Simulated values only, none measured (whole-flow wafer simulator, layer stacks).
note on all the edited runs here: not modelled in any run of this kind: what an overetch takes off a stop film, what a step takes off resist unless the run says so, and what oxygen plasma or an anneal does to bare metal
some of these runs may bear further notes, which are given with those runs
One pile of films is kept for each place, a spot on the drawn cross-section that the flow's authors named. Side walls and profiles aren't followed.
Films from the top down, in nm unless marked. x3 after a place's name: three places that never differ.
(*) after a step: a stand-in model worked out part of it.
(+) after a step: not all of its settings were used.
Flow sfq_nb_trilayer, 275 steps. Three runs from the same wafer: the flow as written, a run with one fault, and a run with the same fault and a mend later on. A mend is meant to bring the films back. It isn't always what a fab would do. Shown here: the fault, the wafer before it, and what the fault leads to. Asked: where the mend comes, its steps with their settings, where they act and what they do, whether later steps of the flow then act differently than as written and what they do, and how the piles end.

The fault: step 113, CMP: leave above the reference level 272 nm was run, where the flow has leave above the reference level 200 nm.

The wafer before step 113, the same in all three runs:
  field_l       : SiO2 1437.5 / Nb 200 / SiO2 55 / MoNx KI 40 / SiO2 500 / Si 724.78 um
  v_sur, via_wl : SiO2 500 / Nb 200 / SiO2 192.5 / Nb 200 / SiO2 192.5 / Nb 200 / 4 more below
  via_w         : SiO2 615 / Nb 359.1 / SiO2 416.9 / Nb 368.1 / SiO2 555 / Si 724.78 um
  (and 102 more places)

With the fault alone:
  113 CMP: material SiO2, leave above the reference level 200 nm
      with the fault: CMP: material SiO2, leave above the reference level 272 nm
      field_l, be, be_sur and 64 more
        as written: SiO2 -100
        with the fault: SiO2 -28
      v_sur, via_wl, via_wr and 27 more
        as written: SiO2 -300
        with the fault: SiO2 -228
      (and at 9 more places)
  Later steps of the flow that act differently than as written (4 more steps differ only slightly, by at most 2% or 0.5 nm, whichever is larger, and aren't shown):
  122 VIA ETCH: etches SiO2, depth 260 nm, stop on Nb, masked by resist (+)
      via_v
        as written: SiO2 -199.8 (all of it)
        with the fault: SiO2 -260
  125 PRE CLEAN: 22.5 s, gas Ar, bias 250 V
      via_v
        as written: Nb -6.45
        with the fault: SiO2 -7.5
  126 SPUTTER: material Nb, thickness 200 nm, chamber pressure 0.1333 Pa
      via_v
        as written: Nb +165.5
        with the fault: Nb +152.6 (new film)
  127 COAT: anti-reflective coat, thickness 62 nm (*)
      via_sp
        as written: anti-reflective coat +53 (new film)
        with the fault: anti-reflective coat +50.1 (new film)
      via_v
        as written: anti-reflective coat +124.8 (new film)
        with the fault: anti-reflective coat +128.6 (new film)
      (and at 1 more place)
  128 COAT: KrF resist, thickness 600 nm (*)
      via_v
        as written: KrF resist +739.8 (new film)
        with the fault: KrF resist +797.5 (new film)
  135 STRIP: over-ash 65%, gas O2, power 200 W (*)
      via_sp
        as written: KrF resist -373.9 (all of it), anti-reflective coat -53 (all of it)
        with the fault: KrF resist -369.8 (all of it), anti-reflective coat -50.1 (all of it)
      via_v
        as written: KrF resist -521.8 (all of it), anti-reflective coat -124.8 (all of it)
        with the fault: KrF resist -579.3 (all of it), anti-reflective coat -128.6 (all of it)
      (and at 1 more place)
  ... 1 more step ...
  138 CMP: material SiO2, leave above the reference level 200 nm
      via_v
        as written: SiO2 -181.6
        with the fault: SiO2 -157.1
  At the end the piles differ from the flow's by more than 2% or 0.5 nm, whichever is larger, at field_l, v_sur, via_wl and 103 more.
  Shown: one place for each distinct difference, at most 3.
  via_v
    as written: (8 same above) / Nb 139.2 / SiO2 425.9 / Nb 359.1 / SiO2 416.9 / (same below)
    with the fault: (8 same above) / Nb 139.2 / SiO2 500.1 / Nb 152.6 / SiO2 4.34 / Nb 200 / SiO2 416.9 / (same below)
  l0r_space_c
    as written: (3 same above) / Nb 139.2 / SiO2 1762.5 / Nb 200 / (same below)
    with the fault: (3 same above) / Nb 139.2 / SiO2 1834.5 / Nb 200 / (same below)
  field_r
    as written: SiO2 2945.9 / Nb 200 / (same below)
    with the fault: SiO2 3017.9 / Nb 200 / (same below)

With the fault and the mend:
  The mend comes after step 114.
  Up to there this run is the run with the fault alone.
  114a CMP: material SiO2, leave above the reference level 200 nm (the flow's step 113 once more)
      field_l, v_sur, via_wl and 103 more
        SiO2 -72
  No later step of the flow acts differently than as written at any place that is followed.
  At the end the piles are the same as the flow's at every place that both follow.
